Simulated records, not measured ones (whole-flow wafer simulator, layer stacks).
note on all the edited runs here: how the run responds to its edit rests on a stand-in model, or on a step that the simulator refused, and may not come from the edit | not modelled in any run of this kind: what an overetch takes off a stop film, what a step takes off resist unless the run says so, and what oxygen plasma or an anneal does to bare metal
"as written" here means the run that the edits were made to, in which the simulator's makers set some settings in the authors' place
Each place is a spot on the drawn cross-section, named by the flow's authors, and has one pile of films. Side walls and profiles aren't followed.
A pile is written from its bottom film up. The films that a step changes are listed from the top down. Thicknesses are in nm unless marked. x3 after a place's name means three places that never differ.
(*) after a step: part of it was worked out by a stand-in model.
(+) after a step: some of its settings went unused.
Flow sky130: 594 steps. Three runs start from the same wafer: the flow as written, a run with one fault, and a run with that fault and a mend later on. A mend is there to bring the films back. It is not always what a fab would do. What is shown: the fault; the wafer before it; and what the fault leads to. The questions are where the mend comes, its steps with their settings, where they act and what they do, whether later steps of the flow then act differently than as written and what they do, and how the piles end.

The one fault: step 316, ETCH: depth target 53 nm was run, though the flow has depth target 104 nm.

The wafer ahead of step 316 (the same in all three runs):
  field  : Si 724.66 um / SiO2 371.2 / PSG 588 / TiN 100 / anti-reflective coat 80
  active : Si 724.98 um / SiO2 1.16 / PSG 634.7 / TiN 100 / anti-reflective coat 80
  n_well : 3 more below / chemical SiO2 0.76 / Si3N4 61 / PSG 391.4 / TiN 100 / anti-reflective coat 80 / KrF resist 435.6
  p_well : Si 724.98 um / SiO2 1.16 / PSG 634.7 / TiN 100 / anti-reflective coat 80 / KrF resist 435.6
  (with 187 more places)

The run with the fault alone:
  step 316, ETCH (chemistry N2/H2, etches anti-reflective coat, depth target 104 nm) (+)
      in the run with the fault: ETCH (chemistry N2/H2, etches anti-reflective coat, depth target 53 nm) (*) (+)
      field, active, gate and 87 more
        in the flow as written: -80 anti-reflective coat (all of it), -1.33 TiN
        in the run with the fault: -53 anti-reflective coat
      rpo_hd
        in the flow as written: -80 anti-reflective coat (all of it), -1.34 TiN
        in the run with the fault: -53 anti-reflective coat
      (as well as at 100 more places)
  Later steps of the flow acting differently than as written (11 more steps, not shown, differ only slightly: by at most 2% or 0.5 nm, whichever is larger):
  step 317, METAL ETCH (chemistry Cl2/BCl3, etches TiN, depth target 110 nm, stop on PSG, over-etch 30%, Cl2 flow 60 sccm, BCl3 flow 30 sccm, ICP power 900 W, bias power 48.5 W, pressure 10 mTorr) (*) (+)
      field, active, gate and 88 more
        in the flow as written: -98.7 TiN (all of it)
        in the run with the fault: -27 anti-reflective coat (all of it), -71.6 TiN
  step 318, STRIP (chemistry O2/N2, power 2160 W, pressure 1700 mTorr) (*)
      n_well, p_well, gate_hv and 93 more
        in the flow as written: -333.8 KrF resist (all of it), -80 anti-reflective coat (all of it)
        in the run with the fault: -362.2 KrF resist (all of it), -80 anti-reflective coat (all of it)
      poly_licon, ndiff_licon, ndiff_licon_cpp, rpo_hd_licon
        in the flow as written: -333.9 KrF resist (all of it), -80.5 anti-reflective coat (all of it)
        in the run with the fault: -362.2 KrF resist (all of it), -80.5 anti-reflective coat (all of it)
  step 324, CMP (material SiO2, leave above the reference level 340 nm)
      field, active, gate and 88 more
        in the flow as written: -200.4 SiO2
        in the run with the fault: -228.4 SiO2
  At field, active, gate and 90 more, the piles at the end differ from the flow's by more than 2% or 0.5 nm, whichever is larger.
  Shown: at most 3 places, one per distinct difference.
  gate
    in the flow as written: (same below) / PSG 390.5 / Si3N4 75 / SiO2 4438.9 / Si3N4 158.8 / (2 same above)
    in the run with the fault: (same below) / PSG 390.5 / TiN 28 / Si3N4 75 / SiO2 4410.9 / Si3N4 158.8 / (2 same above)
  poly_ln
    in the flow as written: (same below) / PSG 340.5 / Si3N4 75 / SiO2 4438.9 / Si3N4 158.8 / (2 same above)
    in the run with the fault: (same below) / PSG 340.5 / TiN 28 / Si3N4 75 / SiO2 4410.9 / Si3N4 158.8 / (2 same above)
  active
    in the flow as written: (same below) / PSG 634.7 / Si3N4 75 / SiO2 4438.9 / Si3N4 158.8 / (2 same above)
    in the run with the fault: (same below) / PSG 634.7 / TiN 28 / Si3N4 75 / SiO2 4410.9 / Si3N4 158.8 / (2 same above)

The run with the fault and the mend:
  The mend follows step 316.
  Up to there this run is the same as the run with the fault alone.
  step 316a, ETCH (chemistry N2/H2, etches anti-reflective coat, depth target 51 nm) (*) (+) (the flow's step 316, run once more with other settings)
      n_well, p_well, gate_hv and 97 more
        -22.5 KrF resist
      field, active, gate and 88 more
        -27 anti-reflective coat (all of it), -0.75 TiN
  Later steps of the flow that are run all act as written at every place that is followed, up to a difference of at most 2% or 0.5 nm, whichever is larger.
  The piles end the same as the flow's at every place that both follow.
